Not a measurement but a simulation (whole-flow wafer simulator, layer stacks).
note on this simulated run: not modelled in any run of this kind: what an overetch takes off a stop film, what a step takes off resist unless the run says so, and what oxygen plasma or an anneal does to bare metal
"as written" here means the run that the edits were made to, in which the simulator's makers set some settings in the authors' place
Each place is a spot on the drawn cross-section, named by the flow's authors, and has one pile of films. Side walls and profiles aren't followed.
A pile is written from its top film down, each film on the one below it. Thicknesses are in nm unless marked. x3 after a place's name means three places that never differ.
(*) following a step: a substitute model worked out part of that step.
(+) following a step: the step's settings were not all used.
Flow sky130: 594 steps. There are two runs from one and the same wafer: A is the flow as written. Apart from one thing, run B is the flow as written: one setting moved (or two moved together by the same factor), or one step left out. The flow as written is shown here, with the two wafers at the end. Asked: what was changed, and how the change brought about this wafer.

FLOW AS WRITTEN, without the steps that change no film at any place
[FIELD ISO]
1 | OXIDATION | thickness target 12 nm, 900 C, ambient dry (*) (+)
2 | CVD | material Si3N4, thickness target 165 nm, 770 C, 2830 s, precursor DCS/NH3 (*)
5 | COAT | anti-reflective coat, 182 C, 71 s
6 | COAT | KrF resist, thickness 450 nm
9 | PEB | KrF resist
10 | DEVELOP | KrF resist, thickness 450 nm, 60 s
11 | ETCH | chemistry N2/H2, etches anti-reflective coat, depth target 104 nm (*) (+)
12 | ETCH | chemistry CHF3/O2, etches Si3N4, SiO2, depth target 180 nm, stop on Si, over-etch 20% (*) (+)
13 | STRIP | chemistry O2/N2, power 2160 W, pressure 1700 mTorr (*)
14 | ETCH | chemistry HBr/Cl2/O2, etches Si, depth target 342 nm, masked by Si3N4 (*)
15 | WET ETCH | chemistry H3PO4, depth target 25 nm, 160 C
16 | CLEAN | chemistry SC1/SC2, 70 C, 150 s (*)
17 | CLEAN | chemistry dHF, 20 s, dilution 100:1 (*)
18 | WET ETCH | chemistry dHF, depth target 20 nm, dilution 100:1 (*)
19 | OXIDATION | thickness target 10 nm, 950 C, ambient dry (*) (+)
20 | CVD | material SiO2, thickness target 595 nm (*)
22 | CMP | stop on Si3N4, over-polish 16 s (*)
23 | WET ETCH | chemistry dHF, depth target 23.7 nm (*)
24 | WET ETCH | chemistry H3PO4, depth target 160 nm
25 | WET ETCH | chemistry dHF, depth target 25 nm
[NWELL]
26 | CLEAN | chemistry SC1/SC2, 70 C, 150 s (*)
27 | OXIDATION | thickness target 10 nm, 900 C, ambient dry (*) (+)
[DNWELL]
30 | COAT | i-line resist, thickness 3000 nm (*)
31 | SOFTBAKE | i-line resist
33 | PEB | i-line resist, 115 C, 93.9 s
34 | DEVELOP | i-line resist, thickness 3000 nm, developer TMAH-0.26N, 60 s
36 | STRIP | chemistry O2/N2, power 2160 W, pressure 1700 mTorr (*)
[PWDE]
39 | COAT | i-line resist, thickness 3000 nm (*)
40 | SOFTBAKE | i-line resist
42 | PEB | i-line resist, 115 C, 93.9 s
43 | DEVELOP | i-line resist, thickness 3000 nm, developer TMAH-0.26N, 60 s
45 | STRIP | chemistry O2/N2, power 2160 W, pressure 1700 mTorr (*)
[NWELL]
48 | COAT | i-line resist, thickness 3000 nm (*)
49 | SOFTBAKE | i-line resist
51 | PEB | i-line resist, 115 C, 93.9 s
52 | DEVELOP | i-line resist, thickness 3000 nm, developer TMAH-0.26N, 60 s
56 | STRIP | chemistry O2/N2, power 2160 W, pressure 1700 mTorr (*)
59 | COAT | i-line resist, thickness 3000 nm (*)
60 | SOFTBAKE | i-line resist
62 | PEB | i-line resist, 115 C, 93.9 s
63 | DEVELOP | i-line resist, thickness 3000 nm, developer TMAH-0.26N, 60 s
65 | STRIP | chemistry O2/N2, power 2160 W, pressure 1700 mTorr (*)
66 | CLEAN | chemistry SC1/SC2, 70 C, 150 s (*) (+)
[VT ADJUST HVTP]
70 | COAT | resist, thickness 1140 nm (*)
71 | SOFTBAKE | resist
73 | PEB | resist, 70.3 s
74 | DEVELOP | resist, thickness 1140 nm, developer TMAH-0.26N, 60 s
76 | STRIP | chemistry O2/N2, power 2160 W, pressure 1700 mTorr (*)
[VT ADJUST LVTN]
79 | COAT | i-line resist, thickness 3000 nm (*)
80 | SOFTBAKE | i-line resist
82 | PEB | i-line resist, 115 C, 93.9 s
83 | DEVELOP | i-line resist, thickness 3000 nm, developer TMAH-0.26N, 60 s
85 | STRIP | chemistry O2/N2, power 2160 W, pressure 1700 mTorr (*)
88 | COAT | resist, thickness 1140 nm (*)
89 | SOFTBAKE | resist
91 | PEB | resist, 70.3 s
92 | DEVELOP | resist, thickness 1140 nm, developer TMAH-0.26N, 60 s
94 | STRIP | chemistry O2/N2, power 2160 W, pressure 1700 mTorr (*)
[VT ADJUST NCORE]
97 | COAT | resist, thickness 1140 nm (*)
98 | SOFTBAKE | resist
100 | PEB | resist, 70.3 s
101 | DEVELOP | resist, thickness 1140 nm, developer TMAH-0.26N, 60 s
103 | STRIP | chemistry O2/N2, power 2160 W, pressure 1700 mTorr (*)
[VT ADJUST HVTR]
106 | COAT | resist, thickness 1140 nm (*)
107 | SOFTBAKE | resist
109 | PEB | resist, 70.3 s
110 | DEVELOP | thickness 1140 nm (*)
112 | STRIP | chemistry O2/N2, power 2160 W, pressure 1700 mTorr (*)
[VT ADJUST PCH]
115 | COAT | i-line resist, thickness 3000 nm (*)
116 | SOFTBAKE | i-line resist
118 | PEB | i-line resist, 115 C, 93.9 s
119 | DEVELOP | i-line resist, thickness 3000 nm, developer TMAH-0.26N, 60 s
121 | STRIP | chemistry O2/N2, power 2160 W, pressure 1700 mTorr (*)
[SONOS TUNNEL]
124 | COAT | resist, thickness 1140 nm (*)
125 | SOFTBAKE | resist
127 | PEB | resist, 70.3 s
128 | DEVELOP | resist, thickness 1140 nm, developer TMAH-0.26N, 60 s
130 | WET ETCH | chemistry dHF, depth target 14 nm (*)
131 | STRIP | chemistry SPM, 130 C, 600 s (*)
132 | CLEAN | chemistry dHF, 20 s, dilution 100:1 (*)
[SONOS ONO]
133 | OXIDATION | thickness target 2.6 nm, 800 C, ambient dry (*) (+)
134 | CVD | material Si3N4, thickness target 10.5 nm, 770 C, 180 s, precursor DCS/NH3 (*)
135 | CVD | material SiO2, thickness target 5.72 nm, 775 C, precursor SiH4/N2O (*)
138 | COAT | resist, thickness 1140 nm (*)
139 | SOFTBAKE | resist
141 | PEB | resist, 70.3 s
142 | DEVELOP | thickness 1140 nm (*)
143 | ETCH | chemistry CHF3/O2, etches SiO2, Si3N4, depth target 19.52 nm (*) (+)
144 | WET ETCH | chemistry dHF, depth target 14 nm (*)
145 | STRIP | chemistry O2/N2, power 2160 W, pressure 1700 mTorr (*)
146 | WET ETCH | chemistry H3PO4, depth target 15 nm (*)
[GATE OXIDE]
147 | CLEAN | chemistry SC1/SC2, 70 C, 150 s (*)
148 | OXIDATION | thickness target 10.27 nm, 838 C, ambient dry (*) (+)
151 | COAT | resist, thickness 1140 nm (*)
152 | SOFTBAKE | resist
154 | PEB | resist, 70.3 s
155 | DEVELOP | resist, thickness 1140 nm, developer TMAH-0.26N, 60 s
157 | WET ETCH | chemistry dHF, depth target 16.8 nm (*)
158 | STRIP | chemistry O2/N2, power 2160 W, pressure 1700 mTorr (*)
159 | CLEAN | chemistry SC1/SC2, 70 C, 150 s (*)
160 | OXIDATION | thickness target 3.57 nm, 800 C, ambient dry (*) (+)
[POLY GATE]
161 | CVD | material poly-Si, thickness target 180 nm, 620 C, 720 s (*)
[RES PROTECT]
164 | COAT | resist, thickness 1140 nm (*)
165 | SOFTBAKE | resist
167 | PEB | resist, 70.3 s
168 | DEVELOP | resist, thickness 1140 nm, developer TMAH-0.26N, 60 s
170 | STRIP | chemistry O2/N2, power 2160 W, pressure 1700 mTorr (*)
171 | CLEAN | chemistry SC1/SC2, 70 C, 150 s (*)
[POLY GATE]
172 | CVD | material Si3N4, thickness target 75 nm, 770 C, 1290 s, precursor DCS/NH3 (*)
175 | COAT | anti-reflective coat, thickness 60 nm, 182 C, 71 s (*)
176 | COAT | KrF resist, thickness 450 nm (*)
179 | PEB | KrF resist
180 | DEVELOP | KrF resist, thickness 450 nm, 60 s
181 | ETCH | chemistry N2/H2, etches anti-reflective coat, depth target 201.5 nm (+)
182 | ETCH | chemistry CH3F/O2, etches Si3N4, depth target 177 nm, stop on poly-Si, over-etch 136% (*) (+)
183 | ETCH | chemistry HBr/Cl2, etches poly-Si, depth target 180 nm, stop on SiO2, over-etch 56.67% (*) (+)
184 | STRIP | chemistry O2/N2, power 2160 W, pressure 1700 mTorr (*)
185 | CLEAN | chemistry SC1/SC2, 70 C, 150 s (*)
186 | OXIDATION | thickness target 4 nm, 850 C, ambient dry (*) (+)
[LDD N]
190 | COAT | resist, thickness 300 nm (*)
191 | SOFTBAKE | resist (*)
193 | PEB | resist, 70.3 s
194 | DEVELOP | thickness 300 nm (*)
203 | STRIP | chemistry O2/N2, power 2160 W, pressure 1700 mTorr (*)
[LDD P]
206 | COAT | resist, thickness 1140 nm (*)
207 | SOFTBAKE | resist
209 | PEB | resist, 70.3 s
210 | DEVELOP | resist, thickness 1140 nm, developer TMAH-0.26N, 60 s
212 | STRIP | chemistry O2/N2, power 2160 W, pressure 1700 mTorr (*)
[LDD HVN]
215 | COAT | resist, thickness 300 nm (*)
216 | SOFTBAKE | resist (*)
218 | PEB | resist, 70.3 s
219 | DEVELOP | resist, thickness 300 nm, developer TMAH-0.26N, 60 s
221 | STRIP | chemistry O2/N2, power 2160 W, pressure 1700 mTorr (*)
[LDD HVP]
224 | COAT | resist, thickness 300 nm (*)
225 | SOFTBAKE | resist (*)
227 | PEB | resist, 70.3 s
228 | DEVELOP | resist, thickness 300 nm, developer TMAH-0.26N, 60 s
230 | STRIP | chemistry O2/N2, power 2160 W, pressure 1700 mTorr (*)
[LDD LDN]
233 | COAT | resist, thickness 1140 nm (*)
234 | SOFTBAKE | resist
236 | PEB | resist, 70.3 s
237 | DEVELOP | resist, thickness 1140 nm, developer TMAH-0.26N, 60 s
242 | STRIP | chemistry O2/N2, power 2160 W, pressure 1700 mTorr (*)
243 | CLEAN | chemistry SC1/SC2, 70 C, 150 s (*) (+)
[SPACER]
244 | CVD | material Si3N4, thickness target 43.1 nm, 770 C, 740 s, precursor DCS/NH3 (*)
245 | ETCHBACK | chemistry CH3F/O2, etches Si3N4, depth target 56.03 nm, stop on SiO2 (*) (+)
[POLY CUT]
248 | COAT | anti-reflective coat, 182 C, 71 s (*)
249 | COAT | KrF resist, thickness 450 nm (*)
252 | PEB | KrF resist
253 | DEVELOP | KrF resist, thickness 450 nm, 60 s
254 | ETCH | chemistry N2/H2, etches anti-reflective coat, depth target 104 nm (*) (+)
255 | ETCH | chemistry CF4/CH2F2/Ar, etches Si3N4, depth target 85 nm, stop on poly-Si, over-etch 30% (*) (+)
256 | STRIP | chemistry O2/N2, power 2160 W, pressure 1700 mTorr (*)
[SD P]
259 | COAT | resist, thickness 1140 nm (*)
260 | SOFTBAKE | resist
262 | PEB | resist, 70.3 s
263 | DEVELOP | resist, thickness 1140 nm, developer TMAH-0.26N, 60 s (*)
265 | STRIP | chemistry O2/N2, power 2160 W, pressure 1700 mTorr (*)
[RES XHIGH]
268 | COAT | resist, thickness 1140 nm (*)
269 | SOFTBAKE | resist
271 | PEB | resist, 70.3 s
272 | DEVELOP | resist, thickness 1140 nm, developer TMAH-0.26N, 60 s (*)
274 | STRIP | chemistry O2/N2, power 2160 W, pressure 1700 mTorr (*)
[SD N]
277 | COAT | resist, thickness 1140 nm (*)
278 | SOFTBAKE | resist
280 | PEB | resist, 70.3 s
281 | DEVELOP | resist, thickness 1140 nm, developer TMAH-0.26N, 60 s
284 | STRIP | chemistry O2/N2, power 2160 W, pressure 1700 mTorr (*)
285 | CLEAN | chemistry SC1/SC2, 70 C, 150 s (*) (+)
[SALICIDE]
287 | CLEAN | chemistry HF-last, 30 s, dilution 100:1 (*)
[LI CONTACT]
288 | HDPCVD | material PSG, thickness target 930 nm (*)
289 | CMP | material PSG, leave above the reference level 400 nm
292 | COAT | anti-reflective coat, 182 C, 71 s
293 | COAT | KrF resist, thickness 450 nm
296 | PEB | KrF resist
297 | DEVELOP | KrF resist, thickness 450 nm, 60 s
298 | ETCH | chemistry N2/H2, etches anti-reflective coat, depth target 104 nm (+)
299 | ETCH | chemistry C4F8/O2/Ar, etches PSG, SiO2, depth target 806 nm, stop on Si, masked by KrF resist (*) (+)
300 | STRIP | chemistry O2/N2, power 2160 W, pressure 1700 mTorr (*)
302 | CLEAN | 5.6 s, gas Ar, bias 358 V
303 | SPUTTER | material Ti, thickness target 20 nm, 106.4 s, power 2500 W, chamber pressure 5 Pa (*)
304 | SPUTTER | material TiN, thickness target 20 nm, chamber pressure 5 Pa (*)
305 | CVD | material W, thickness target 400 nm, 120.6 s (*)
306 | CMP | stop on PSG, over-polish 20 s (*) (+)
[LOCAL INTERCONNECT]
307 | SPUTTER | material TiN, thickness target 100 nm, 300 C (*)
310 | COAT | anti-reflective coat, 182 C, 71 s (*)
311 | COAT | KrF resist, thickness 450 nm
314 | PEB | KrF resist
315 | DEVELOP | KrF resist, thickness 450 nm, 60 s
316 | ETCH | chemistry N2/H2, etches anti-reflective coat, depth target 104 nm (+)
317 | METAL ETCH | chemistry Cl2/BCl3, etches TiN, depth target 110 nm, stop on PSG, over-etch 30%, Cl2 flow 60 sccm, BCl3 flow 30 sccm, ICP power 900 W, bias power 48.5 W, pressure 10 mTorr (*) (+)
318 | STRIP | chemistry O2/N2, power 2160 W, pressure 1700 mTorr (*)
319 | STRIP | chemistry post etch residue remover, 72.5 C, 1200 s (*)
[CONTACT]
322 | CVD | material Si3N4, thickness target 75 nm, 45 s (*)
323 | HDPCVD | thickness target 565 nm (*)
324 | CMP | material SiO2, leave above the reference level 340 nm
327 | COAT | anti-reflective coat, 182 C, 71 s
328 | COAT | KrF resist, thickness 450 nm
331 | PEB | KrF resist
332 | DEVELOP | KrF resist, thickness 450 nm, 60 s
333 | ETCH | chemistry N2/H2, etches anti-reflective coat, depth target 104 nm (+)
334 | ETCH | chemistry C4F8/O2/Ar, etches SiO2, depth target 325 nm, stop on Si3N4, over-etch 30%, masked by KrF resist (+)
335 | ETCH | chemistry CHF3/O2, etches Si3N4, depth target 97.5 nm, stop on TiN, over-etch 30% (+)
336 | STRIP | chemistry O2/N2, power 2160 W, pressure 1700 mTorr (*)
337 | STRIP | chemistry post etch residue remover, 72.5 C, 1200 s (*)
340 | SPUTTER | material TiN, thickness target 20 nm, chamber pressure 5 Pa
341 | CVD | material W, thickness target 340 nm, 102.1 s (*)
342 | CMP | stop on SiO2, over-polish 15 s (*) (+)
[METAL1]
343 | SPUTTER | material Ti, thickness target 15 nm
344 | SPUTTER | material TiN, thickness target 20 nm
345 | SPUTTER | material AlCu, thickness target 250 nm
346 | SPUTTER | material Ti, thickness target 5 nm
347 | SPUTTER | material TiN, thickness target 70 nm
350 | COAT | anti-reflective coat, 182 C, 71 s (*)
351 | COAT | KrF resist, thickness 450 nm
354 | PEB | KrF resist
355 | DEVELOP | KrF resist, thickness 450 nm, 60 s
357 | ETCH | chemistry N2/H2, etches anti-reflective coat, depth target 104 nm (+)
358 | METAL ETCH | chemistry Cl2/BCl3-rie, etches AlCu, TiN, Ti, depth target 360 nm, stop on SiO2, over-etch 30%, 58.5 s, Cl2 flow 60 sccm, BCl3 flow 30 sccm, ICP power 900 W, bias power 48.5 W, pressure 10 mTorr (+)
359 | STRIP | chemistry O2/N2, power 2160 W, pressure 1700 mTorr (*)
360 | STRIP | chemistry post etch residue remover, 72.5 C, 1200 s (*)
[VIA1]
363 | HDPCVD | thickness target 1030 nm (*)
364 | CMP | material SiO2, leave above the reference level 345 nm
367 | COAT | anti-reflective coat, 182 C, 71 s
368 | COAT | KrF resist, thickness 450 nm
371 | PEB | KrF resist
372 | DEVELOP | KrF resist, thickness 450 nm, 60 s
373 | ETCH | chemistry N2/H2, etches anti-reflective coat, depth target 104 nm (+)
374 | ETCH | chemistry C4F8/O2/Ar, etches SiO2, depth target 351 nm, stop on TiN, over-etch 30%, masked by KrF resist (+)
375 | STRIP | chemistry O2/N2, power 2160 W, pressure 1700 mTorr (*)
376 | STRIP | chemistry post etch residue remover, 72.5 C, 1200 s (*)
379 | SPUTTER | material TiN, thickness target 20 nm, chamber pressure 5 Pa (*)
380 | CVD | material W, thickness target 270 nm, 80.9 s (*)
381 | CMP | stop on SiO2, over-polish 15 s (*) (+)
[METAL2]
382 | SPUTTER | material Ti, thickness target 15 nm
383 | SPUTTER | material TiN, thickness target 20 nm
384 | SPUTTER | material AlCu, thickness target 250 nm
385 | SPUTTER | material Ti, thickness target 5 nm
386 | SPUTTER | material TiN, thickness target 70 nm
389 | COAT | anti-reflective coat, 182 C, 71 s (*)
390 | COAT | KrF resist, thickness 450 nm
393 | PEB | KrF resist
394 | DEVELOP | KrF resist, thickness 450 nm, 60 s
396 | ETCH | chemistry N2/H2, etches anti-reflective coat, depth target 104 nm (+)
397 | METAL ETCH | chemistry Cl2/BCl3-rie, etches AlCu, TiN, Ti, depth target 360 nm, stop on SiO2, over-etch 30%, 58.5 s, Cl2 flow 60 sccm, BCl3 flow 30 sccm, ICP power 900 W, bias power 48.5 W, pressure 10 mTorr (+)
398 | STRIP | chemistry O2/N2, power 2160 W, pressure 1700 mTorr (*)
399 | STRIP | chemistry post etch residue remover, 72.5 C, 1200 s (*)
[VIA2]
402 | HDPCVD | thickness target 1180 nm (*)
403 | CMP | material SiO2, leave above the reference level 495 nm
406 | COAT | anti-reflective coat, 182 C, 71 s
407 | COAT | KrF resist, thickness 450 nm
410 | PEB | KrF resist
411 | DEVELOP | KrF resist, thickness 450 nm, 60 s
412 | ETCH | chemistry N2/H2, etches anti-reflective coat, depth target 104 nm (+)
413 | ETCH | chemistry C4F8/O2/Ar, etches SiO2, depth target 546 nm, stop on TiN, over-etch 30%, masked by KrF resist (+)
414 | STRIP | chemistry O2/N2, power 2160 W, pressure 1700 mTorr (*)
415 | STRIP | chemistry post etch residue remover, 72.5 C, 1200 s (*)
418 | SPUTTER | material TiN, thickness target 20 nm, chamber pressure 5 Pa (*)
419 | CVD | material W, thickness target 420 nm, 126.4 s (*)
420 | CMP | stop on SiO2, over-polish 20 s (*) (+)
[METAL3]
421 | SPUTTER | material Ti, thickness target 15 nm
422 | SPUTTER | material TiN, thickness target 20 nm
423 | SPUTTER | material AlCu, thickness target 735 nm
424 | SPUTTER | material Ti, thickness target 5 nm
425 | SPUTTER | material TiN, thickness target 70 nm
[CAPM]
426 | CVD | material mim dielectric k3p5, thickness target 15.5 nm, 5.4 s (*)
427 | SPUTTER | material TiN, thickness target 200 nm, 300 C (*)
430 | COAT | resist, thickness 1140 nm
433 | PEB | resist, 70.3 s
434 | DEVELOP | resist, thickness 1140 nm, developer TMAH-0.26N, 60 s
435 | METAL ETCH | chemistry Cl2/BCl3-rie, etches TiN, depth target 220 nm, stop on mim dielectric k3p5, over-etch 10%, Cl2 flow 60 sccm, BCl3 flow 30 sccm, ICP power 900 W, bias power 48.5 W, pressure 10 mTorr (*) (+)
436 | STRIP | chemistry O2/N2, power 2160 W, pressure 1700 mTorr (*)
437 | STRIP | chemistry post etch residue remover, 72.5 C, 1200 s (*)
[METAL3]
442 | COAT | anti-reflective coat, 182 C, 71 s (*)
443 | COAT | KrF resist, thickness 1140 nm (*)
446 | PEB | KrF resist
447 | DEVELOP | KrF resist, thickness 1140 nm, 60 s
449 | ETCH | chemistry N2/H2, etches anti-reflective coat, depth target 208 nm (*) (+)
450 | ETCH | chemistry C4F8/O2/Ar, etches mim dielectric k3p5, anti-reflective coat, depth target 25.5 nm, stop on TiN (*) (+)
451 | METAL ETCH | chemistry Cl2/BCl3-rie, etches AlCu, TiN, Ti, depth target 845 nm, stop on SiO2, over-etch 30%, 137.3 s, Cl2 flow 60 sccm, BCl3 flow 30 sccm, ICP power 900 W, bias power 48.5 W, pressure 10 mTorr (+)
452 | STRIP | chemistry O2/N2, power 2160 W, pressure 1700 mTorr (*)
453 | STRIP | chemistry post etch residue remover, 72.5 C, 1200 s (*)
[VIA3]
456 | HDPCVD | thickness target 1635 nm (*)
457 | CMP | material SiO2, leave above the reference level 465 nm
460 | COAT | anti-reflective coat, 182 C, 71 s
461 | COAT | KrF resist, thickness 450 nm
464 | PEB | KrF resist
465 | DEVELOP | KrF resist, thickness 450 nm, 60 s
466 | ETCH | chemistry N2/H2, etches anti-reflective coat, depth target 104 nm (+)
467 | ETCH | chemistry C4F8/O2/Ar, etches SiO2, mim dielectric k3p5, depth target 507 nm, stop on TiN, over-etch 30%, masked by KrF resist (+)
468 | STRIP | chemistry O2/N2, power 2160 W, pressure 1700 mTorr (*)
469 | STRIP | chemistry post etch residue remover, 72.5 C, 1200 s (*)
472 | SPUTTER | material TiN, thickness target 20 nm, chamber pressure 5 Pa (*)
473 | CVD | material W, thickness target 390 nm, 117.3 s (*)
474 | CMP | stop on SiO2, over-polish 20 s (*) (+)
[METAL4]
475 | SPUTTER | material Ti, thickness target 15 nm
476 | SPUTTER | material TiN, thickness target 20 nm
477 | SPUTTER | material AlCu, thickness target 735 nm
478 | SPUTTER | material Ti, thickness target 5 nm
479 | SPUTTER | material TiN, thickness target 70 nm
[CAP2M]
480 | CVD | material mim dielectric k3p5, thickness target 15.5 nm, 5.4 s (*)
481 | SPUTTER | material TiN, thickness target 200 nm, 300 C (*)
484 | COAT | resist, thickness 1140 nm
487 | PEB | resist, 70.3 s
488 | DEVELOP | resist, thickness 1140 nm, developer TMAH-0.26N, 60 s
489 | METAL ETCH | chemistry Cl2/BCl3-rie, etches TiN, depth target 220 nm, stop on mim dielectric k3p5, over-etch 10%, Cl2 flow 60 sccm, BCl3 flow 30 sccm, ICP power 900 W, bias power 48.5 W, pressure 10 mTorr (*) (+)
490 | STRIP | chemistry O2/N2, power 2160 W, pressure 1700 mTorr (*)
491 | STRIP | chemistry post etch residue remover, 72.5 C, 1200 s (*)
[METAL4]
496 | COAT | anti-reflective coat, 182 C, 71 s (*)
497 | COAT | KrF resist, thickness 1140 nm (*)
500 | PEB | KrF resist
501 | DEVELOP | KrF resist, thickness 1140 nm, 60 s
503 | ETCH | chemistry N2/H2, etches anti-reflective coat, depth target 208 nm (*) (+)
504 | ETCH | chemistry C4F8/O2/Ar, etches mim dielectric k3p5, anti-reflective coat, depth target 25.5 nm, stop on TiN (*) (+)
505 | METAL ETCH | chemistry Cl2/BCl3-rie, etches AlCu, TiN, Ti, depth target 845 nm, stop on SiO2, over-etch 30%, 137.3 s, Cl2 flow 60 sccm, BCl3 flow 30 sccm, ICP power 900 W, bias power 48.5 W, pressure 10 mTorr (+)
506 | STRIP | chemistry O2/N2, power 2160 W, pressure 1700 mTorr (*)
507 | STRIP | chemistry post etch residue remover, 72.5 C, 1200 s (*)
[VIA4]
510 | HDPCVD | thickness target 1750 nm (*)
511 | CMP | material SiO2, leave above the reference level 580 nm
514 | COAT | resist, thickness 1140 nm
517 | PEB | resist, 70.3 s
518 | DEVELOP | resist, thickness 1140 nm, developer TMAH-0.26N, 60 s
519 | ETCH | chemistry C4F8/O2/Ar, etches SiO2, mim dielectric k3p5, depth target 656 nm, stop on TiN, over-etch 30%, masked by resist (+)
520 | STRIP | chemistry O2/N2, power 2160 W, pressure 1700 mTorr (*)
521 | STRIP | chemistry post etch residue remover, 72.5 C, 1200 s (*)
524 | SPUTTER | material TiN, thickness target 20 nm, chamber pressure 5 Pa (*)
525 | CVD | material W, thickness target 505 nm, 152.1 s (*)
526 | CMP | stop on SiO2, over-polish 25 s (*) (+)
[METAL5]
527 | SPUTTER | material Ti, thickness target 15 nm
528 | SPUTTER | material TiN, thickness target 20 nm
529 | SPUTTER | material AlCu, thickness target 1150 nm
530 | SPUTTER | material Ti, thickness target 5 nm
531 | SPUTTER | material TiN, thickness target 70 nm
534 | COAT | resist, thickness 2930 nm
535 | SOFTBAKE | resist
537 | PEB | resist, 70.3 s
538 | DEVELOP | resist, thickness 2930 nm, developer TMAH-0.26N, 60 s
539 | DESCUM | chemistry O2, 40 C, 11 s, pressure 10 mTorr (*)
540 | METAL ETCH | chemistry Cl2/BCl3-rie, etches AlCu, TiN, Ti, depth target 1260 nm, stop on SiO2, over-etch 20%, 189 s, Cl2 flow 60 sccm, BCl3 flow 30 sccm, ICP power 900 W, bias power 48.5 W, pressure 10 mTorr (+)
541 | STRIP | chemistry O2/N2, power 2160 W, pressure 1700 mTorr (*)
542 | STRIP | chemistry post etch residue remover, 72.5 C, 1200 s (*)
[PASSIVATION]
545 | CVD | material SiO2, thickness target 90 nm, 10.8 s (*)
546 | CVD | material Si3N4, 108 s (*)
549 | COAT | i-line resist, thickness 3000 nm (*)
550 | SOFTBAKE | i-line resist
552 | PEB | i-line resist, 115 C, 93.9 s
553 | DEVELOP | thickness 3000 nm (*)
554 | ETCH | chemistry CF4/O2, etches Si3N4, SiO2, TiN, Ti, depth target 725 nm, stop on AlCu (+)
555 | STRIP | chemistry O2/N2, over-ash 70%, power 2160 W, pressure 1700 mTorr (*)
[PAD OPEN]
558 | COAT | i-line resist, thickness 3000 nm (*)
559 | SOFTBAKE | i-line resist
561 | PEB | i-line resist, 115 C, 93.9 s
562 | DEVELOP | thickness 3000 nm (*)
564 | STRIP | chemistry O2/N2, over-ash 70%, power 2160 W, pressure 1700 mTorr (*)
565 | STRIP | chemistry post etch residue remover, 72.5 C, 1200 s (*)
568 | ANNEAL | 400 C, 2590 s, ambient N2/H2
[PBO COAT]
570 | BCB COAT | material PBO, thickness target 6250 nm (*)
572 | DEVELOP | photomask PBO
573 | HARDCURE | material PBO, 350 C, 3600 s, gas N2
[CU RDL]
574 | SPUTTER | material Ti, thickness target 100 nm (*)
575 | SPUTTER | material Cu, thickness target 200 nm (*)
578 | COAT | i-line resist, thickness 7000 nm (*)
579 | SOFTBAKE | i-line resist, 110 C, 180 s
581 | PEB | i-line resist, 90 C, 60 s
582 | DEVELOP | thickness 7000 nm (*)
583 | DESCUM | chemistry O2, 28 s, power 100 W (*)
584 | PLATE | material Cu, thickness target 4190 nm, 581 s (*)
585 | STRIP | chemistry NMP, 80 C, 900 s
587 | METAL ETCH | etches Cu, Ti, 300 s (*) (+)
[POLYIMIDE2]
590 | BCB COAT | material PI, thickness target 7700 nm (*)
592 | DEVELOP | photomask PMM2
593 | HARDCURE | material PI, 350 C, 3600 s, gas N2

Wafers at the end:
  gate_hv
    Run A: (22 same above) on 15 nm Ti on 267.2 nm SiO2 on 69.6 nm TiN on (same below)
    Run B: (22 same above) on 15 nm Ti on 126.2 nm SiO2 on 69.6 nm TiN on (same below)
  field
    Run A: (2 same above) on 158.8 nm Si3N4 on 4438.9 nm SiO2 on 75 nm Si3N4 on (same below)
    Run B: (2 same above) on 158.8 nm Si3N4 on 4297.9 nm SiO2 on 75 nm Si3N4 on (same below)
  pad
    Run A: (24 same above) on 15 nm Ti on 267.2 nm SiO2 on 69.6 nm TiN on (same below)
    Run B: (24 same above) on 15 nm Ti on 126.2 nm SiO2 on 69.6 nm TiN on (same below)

The reason: step 364, CMP: leave above the reference level 204 nm was run, whereas the flow has leave above the reference level 345 nm.

Step by step, how the change led to this:
  364 | CMP | material SiO2, leave above the reference level 345 nm
      n_well, p_well, gate_hv and 100 more: A -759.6 SiO2 | B -900.6 SiO2
      field, active, gate and 81 more: A -389.1 SiO2 | B -530.1 SiO2
      (and at 4 other places as well)
  374 | ETCH | chemistry C4F8/O2/Ar, etches SiO2, depth target 351 nm, stop on TiN, over-etch 30%, masked by KrF resist (+)
      field, active, n_well and 186 more: A -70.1 KrF resist | B -33.5 KrF resist
      m1, via1_hole: A -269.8 SiO2 (all of it) | B -128.8 SiO2 (all of it)
  375 | STRIP | chemistry O2/N2, power 2160 W, pressure 1700 mTorr (*)
      field, active, n_well and 186 more: A -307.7 KrF resist (all of it), -80 anti-reflective coat (all of it) | B -344.3 KrF resist (all of it), -80 anti-reflective coat (all of it)
  379 | SPUTTER | material TiN, thickness target 20 nm, chamber pressure 5 Pa (*)
      m1: A +11 TiN | B +14.1 TiN
      via1_hole: A +10.9 TiN | B +14.1 TiN
  380 | CVD | material W, thickness target 270 nm, 80.9 s (*)
      m1: A +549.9 W (new film) | B +405.7 W (new film)
      via1_hole: A +549.9 W (new film) | B +405.8 W (new film)
